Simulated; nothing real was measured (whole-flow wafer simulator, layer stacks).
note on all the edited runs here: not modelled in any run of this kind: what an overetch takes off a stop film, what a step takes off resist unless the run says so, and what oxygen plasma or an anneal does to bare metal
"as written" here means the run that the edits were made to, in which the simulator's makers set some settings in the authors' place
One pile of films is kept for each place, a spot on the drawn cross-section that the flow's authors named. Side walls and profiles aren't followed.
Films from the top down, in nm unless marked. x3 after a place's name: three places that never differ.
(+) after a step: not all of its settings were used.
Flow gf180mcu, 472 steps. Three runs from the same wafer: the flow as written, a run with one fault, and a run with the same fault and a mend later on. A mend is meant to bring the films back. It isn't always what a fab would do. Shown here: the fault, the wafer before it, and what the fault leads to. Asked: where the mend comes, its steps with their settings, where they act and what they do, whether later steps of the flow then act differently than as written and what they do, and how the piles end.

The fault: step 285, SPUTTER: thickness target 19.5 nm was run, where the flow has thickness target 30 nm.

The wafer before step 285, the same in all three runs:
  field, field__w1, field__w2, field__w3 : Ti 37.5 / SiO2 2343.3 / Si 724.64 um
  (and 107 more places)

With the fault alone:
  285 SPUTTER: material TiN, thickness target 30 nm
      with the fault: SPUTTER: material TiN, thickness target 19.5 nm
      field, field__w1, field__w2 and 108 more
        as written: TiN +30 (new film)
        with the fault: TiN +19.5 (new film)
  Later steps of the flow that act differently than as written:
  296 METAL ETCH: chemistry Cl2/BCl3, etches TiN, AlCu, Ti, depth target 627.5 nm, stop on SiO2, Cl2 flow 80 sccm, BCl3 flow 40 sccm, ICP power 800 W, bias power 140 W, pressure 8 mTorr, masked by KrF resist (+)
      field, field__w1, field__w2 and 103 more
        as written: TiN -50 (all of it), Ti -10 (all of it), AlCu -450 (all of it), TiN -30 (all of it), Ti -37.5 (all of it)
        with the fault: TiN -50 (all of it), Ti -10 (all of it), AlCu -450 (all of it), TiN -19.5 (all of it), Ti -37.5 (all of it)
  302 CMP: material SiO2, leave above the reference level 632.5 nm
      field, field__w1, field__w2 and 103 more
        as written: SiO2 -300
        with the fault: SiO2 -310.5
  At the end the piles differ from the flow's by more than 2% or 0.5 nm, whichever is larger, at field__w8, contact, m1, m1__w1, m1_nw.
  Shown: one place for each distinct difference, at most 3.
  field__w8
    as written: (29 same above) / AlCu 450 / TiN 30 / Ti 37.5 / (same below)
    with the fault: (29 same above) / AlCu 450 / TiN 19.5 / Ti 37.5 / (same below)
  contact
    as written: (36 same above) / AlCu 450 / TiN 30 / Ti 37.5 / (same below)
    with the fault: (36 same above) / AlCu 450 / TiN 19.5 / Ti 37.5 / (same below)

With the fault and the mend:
  The mend comes after step 285.
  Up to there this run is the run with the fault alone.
  285a SPUTTER: material TiN, thickness target 10.5 nm (the flow's step 285 once more, with other settings)
      field, field__w1, field__w2 and 108 more
        TiN +10.5
  No later step of the flow acts differently than as written at any place that is followed.
  At the end the piles are the same as the flow's at every place that both follow.
